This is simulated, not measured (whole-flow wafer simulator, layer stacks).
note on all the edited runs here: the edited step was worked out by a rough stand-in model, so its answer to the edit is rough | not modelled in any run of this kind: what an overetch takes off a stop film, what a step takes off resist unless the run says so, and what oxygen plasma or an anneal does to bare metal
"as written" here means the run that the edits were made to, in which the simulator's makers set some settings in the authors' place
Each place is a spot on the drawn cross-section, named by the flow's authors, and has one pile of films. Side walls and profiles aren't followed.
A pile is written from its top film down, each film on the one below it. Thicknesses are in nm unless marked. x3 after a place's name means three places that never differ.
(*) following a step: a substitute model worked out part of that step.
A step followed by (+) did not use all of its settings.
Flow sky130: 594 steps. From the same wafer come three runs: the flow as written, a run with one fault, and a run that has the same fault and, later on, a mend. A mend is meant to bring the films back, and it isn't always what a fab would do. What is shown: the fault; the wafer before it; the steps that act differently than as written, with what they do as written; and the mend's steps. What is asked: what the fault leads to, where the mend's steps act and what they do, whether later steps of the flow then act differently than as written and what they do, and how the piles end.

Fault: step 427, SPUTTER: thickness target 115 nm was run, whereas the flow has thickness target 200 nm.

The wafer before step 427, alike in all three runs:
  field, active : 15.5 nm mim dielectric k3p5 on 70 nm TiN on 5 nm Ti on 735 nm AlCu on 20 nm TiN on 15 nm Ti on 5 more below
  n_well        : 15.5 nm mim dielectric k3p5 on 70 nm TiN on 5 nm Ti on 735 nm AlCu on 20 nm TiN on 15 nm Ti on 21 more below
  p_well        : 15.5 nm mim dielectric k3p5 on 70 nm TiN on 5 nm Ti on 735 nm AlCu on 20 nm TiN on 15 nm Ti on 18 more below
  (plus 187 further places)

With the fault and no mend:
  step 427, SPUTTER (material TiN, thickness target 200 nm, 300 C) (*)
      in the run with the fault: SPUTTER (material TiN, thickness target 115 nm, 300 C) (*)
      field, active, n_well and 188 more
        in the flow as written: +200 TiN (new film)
        in the run with the fault: +115 TiN (new film)
  Later steps of the flow acting differently than as written (2 more steps, not shown, differ only slightly: by at most 2% or 0.5 nm, whichever is larger):
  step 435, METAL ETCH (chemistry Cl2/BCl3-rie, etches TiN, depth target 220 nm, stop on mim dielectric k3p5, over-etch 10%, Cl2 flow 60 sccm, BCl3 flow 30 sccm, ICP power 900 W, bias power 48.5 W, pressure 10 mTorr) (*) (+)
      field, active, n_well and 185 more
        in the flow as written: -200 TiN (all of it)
        in the run with the fault: -115 TiN (all of it)
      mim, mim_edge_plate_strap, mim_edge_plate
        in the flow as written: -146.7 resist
        in the run with the fault: -84.3 resist
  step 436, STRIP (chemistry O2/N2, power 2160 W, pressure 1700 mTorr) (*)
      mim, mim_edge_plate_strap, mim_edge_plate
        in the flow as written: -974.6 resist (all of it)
        in the run with the fault: -1036.9 resist (all of it)
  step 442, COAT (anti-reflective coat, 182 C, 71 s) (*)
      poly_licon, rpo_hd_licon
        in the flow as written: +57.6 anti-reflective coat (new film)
        in the run with the fault: +79.1 anti-reflective coat (new film)
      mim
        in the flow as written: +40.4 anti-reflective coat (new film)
        in the run with the fault: +30.1 anti-reflective coat (new film)
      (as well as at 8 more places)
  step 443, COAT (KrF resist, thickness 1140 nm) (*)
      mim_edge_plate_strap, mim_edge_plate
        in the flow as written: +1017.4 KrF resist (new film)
        in the run with the fault: +1102.4 KrF resist (new film)
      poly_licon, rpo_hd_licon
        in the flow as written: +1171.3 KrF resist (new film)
        in the run with the fault: +1147.5 KrF resist (new film)
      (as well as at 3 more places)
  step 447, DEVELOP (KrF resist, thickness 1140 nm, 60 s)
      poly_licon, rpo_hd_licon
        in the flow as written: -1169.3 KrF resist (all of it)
        in the run with the fault: -1145.6 KrF resist (all of it)
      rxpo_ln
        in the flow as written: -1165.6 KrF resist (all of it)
        in the run with the fault: -1139.8 KrF resist (all of it)
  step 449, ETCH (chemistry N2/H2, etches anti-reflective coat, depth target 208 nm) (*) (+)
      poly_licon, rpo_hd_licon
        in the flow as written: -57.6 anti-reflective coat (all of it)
        in the run with the fault: -79.1 anti-reflective coat (all of it)
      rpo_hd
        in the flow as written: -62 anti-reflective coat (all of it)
        in the run with the fault: -75.8 anti-reflective coat (all of it)
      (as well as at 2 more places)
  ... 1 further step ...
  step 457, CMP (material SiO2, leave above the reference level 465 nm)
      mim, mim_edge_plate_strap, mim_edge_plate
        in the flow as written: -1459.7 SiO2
        in the run with the fault: -1374.7 SiO2
  By the end, the piles at mim, mim_edge_plate_strap, mim_edge_plate depart from the flow's by more than 2% or 0.5 nm, whichever is larger.
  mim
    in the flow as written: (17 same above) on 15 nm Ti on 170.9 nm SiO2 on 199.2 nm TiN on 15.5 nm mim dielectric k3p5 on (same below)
    in the run with the fault: (17 same above) on 15 nm Ti on 255.9 nm SiO2 on 114.2 nm TiN on 15.5 nm mim dielectric k3p5 on (same below)
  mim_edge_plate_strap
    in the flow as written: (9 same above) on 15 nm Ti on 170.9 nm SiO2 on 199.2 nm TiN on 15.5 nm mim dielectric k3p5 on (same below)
    in the run with the fault: (9 same above) on 15 nm Ti on 255.9 nm SiO2 on 114.2 nm TiN on 15.5 nm mim dielectric k3p5 on (same below)
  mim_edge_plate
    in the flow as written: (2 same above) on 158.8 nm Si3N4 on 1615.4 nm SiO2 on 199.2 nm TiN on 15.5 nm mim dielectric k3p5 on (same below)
    in the run with the fault: (2 same above) on 158.8 nm Si3N4 on 1700.4 nm SiO2 on 114.2 nm TiN on 15.5 nm mim dielectric k3p5 on (same below)

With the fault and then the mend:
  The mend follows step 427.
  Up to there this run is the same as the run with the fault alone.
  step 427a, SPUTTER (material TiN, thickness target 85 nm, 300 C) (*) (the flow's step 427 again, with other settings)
      field, active, n_well and 188 more
        +85 TiN
  Later steps of the flow that are run all act as written at every place that is followed.
  By the end, the piles equal the flow's at every place that both follow.
